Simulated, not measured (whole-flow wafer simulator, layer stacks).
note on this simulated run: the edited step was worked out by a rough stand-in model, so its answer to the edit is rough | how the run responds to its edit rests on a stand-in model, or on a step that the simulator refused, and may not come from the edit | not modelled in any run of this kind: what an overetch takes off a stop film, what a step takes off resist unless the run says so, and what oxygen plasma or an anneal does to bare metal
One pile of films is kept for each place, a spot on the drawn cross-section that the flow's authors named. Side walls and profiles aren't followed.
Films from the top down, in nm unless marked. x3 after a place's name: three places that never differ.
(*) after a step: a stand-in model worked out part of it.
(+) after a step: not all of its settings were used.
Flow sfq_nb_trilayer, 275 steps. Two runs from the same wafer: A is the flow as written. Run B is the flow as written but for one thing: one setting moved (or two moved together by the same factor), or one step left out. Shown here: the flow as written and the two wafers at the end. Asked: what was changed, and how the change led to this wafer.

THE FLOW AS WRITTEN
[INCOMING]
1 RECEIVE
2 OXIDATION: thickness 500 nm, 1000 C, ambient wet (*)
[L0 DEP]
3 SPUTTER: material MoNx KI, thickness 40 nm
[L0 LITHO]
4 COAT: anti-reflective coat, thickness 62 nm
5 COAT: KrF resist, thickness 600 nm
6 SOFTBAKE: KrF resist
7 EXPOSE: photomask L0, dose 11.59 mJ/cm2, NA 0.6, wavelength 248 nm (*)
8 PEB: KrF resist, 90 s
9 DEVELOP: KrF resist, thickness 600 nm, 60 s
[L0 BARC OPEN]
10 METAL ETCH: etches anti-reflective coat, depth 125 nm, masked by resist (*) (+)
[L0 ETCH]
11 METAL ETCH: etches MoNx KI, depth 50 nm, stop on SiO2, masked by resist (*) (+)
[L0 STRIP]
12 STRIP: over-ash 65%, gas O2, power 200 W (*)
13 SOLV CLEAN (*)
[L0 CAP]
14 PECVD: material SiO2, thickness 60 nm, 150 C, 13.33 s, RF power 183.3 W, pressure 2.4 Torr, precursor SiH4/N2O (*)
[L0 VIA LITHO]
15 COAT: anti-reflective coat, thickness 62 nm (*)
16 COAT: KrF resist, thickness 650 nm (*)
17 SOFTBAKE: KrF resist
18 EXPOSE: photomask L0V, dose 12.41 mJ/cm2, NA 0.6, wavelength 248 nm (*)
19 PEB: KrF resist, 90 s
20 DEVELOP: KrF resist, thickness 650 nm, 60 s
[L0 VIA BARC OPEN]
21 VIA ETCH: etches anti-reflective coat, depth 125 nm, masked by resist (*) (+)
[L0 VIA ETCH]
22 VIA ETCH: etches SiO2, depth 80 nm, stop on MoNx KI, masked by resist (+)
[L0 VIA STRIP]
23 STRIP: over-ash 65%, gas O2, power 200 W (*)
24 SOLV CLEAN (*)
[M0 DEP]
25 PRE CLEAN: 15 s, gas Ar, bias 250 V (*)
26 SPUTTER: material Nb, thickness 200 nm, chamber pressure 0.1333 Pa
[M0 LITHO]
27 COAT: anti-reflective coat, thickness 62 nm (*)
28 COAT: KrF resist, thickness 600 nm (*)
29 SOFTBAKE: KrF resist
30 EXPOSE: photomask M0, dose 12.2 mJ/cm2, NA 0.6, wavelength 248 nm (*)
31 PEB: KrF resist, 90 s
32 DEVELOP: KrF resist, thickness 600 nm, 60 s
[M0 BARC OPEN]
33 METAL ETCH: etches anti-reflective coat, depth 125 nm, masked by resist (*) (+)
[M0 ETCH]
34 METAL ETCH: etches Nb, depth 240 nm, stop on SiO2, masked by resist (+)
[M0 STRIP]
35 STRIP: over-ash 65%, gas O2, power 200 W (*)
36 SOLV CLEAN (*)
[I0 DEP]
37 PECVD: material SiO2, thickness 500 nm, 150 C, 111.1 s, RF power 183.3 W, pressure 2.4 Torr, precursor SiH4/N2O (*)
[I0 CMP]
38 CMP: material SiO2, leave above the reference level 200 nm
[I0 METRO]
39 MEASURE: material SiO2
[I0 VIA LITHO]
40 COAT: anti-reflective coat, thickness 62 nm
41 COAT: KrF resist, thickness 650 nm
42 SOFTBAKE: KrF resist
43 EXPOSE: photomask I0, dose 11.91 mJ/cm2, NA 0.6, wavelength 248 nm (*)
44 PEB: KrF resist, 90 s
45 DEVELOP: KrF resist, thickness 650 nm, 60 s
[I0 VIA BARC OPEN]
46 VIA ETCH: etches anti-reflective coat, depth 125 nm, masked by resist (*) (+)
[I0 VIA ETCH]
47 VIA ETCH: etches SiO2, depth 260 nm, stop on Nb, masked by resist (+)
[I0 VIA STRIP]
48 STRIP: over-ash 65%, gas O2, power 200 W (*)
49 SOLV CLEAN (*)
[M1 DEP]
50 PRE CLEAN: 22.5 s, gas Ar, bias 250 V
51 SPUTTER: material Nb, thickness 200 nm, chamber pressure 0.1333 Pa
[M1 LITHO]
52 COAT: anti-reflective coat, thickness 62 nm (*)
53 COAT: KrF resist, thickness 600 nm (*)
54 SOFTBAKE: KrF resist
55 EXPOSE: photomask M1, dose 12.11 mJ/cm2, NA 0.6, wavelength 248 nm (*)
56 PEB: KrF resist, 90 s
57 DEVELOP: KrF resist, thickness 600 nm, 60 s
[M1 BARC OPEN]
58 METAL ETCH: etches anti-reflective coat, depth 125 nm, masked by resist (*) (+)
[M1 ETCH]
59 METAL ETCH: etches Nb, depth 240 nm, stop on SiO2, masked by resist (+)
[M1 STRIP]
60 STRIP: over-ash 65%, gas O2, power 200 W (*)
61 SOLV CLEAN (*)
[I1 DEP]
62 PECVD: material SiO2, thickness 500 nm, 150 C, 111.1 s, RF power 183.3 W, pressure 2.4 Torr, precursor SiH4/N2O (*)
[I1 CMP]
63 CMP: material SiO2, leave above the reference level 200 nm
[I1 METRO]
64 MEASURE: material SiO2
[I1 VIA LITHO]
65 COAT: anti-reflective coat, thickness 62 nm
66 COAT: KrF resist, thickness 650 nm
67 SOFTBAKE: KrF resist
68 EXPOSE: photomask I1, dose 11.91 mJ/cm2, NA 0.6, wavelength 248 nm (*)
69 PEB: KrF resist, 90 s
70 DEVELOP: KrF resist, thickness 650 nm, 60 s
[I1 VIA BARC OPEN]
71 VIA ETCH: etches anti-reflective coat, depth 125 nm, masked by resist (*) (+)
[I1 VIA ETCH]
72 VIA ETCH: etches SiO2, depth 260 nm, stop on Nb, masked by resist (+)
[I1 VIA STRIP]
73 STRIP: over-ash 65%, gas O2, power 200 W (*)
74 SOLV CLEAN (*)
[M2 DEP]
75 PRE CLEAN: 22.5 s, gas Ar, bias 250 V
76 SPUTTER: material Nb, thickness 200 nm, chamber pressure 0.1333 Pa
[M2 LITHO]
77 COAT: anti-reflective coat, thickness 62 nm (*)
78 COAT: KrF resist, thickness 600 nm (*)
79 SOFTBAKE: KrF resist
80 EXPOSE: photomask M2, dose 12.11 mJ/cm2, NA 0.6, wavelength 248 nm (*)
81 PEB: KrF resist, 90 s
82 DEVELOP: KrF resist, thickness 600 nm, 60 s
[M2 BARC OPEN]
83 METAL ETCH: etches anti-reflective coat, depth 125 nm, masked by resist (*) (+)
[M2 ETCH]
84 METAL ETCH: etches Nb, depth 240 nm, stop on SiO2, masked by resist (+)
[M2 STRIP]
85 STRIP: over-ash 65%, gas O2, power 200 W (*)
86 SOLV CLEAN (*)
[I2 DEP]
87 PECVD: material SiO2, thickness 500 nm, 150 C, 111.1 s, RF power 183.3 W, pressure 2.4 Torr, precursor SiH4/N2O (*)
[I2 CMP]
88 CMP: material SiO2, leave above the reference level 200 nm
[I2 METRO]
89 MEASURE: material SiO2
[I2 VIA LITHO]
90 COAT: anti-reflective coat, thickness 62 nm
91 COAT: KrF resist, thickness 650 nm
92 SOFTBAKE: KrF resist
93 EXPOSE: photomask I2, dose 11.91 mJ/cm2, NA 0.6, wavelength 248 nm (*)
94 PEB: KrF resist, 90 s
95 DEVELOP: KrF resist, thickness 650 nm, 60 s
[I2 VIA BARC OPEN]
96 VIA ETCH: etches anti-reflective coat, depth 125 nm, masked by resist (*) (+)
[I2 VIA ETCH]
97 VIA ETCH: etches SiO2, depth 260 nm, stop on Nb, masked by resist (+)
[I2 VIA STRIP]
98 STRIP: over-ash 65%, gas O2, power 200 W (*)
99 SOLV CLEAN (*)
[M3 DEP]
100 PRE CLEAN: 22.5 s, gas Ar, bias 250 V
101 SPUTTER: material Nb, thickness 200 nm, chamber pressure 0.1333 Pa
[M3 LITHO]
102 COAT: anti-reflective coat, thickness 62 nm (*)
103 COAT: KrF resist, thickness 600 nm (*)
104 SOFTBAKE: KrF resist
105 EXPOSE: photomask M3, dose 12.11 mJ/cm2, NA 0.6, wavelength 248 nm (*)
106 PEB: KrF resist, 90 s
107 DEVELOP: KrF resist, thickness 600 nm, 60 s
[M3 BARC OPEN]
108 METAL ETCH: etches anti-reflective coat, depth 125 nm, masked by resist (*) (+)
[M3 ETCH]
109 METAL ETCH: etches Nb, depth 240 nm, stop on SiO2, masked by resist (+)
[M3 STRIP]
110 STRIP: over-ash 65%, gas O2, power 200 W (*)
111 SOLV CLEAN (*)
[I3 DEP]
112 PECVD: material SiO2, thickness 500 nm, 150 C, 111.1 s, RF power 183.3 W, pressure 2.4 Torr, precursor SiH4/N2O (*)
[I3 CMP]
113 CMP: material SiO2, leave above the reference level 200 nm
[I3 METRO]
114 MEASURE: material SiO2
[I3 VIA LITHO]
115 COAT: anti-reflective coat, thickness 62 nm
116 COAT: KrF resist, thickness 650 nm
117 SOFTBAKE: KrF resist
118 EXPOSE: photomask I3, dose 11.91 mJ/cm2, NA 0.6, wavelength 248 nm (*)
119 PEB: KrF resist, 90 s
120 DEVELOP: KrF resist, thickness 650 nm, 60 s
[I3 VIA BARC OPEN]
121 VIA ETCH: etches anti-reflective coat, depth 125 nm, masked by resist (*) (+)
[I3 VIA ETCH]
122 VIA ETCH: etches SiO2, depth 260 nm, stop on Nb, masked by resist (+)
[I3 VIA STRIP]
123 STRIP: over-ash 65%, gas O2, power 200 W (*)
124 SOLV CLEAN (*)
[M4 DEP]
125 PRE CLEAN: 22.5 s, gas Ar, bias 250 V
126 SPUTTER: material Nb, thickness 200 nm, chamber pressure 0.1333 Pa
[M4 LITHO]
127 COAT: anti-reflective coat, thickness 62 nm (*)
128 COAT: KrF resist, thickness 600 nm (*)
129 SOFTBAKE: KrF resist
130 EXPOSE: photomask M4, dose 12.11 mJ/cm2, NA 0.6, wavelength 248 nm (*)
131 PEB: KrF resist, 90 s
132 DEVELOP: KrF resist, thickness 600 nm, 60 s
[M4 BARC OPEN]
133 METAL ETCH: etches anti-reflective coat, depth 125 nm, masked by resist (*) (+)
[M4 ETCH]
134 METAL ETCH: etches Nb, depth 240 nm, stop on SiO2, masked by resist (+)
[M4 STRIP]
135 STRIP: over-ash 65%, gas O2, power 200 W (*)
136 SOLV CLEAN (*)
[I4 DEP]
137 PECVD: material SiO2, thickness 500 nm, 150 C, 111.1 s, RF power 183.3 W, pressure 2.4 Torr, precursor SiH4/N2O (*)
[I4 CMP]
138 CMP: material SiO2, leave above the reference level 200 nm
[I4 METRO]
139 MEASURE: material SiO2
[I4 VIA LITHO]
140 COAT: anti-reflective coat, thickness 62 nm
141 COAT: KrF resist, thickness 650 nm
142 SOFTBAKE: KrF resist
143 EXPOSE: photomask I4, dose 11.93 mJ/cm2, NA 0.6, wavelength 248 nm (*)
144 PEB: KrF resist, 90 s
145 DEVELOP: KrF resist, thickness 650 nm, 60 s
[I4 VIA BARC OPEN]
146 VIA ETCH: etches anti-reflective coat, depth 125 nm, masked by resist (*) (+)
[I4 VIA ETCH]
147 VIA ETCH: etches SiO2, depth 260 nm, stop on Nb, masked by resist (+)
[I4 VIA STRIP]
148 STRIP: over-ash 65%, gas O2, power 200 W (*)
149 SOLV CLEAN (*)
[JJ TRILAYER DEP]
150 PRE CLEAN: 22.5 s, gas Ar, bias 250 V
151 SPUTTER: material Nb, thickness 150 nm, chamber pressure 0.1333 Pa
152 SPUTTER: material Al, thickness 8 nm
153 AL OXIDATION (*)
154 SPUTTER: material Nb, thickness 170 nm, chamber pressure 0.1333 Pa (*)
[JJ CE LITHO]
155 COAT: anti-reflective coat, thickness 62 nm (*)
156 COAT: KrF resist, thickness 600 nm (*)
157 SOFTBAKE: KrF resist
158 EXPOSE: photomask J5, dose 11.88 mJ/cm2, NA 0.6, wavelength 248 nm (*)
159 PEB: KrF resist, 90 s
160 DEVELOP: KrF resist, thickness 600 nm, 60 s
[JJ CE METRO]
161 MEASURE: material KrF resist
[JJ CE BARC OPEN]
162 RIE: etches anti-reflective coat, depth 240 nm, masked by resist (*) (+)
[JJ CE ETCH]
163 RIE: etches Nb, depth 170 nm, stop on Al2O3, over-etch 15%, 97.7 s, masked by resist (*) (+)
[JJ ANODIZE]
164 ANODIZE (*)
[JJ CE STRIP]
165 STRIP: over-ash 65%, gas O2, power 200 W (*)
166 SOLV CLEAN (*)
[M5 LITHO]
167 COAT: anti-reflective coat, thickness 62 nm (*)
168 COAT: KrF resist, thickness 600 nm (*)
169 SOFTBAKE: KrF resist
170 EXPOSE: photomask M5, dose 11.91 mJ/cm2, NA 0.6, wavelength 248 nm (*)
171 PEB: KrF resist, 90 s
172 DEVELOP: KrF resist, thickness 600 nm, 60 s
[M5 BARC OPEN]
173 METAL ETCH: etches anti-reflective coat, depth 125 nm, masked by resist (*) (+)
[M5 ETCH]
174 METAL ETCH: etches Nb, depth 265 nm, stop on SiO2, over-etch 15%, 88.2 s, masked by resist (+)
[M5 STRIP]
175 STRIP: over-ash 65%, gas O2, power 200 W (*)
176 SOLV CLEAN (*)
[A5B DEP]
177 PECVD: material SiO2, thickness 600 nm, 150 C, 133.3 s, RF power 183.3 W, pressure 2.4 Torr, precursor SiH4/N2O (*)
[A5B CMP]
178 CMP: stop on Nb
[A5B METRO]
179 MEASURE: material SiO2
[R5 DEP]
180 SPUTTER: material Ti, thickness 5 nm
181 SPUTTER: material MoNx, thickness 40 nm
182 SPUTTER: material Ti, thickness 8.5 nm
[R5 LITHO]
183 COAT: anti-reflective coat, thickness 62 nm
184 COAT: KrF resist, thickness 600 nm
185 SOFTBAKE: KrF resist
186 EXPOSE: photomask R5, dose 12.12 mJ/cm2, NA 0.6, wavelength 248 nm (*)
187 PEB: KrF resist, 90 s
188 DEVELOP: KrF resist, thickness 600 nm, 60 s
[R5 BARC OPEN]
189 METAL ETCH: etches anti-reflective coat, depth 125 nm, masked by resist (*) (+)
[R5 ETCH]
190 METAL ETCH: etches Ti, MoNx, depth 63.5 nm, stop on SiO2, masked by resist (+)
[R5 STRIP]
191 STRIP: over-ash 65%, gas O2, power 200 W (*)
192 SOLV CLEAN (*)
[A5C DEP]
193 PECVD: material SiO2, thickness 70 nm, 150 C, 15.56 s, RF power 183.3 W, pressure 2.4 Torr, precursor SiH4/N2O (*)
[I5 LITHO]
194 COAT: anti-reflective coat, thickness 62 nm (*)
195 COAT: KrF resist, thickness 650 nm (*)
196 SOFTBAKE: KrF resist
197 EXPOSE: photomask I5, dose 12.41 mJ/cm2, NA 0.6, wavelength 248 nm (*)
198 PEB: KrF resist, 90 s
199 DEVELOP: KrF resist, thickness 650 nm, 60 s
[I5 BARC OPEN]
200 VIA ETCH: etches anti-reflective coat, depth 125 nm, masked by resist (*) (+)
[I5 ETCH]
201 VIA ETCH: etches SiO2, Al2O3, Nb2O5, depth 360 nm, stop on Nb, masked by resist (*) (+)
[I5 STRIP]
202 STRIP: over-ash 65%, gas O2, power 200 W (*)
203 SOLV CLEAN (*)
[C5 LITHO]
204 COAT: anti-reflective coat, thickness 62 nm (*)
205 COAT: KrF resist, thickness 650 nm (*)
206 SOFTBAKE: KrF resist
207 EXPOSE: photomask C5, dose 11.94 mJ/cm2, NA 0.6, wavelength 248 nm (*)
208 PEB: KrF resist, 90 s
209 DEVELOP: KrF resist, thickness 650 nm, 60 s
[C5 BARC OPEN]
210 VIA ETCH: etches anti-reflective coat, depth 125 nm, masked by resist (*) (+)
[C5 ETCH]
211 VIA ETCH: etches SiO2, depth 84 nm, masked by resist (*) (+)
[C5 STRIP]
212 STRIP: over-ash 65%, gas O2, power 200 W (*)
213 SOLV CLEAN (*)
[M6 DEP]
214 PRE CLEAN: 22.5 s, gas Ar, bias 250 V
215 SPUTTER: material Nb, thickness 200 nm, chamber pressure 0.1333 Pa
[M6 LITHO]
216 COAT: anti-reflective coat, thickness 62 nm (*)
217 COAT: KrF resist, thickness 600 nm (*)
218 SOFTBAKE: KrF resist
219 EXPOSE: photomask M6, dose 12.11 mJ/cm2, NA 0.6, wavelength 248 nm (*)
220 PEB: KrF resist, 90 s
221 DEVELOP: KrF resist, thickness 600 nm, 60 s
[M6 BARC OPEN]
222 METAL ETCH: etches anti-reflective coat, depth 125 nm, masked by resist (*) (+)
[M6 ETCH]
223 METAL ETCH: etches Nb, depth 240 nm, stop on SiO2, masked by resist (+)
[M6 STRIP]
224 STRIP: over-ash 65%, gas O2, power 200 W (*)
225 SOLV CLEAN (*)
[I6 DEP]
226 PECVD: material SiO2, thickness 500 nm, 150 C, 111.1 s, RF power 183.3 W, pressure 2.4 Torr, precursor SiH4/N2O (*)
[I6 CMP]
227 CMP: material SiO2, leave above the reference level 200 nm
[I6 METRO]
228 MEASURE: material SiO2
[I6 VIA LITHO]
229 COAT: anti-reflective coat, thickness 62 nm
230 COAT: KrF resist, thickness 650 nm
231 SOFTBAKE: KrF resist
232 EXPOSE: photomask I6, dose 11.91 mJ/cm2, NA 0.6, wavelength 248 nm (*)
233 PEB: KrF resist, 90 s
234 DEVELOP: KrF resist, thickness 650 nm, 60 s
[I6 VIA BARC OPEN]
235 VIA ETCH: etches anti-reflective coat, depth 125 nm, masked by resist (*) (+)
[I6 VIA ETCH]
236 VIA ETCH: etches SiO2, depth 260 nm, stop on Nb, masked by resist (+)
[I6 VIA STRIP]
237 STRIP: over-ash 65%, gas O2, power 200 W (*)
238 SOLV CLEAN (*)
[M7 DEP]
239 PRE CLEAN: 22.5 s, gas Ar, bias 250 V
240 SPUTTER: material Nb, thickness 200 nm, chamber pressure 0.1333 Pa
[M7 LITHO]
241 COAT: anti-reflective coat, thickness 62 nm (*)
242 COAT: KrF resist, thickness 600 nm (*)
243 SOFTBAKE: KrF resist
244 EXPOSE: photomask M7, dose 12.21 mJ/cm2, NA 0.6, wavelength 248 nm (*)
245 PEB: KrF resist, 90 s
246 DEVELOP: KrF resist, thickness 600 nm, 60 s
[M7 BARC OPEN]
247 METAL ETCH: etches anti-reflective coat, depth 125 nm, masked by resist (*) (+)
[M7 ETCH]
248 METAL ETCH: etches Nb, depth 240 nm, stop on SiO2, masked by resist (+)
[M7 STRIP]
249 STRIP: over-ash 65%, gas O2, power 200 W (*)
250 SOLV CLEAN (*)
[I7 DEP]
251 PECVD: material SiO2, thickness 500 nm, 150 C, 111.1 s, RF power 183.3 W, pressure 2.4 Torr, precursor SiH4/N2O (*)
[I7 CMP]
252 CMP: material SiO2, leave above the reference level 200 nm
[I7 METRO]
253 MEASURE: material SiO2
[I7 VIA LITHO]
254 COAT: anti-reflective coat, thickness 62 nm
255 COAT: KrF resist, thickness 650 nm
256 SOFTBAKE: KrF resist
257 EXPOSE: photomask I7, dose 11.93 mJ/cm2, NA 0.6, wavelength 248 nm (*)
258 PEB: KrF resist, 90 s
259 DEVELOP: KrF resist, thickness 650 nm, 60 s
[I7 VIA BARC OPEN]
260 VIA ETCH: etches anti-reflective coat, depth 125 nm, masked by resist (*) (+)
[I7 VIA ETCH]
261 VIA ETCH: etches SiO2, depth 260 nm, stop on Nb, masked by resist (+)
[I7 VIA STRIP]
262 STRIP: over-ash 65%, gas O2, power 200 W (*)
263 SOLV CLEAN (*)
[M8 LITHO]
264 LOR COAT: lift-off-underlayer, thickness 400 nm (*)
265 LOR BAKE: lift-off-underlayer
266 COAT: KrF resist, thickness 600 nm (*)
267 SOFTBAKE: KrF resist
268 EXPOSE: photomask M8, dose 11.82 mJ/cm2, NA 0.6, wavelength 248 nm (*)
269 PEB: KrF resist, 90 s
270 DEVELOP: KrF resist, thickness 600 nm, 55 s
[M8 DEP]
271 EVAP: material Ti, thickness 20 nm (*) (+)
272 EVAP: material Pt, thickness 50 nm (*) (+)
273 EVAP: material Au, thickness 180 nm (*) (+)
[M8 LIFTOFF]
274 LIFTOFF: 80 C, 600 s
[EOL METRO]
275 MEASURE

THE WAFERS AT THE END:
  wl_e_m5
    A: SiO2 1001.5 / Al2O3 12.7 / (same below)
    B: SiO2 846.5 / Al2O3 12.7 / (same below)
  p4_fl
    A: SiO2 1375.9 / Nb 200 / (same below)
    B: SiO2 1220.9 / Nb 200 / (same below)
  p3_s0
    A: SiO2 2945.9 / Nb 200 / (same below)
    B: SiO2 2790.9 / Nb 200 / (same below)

The cause: step 251, PECVD: thickness 245 nm was run, where the flow has thickness 500 nm; step 251, PECVD: 54.44 s was run, where the flow has 111.1 s.

How the change led to this, step by step:
  251 PECVD: material SiO2, thickness 500 nm, 150 C, 111.1 s, RF power 183.3 W, pressure 2.4 Torr, precursor SiH4/N2O (*)
      field_l, p4_fl, p4_fm and 56 more: A SiO2 +500 | B SiO2 +245
      v_sur, via_wl, via_w and 37 more: A SiO2 +500 (new film) | B SiO2 +245 (new film)
      (and at 7 more places)
  252 CMP: material SiO2, leave above the reference level 200 nm
      field_l, p4_fl, p4_fm and 56 more: A SiO2 -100 | B nothing
      field_r, lsp_l: A SiO2 -77.7 | B nothing
      (and at 45 more places)
  254 COAT: anti-reflective coat, thickness 62 nm
      p3_s1, p3_l2, p3_s2, p3_s5, p3_l6: A anti-reflective coat +62 (new film) | B anti-reflective coat +63.9 (new film)
      wl_c_sr, wl_d_sl, wl_d_m1, wl_d_sr, wl_e_sl: A anti-reflective coat +62 (new film) | B anti-reflective coat +70.1 (new film)
      (and at 84 more places)
  255 COAT: KrF resist, thickness 650 nm
      m0r_line_l x2, m6r_line_l x2: A KrF resist +650 (new film) | B KrF resist +680.6 (new film)
      m0r_space_l x2, m6r_space_l x2: A KrF resist +650 (new film) | B KrF resist +669.8 (new film)
      (and at 76 more places)
  259 DEVELOP: KrF resist, thickness 650 nm, 60 s
      via_wl: A KrF resist -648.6 (all of it) | B KrF resist -595.1 (all of it)
      via_w: A KrF resist -648.6 (all of it) | B KrF resist -603.5 (all of it)
      (and at 1 more place)
  260 VIA ETCH: etches anti-reflective coat, depth 125 nm, masked by resist (*) (+)
      field_l, v_sur, via_sp and 100 more: A KrF resist -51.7 | B KrF resist -43.9
      via_wl: A anti-reflective coat -62 (all of it), SiO2 -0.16 | B anti-reflective coat -52.4 (all of it), SiO2 -0.13
      (and at 2 more places)
  262 STRIP: over-ash 65%, gas O2, power 200 W (*)
      m0r_line_l x2, m6r_line_l x2: A KrF resist -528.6 (all of it), anti-reflective coat -62 (all of it) | B KrF resist -566.9 (all of it), anti-reflective coat -62.2 (all of it)
      m0r_space_l x2, m6r_space_l x2: A KrF resist -528.6 (all of it), anti-reflective coat -62 (all of it) | B KrF resist -556.2 (all of it), anti-reflective coat -80.4 (all of it)
      (and at 90 more places)
  264 LOR COAT: lift-off-underlayer, thickness 400 nm (*)
      m0r_line_l x2, m6r_line_l x2: A lift-off-underlayer +400 (new film) | B lift-off-underlayer +435.1 (new film)
      m0r_space_l x2, m6r_space_l x2: A lift-off-underlayer +400 (new film) | B lift-off-underlayer +448.9 (new film)
      (and at 82 more places)
  266 COAT: KrF resist, thickness 600 nm (*)
      m0r_line_l x2, m6r_line_l x2: A KrF resist +600 (new film) | B KrF resist +614.8 (new film)
      c5j, ce_r: A KrF resist +597.1 (new film) | B KrF resist +579.1 (new film)
      (and at 54 more places)
  270 DEVELOP: KrF resist, thickness 600 nm, 55 s
      field_l: A KrF resist -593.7 (all of it), lift-off-underlayer -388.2 (all of it) | B KrF resist -610.4 (all of it), lift-off-underlayer -442 (all of it)
      v_sur: A KrF resist -607.3 (all of it), lift-off-underlayer -369.4 (all of it) | B KrF resist -589.9 (all of it), lift-off-underlayer -312.6 (all of it)
      (and at 9 more places)
  274 LIFTOFF: 80 C, 600 s
      m0r_line_l x2, m6r_line_l x2: A Au -180 (all of it), Pt -50 (all of it), Ti -20 (all of it), KrF resist -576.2 (all of it), lift-off-underlayer -400 (all of it) | B Au -180 (all of it), Pt -50 (all of it), Ti -20 (all of it), KrF resist -591 (all of it), lift-off-underlayer -435.1 (all of it)
      m0r_space_l x2, m6r_space_l x2: A Au -180 (all of it), Pt -50 (all of it), Ti -20 (all of it), KrF resist -576.2 (all of it), lift-off-underlayer -400 (all of it) | B Au -180 (all of it), Pt -50 (all of it), Ti -20 (all of it), KrF resist -579.8 (all of it), lift-off-underlayer -448.9 (all of it)
      (and at 71 more places)
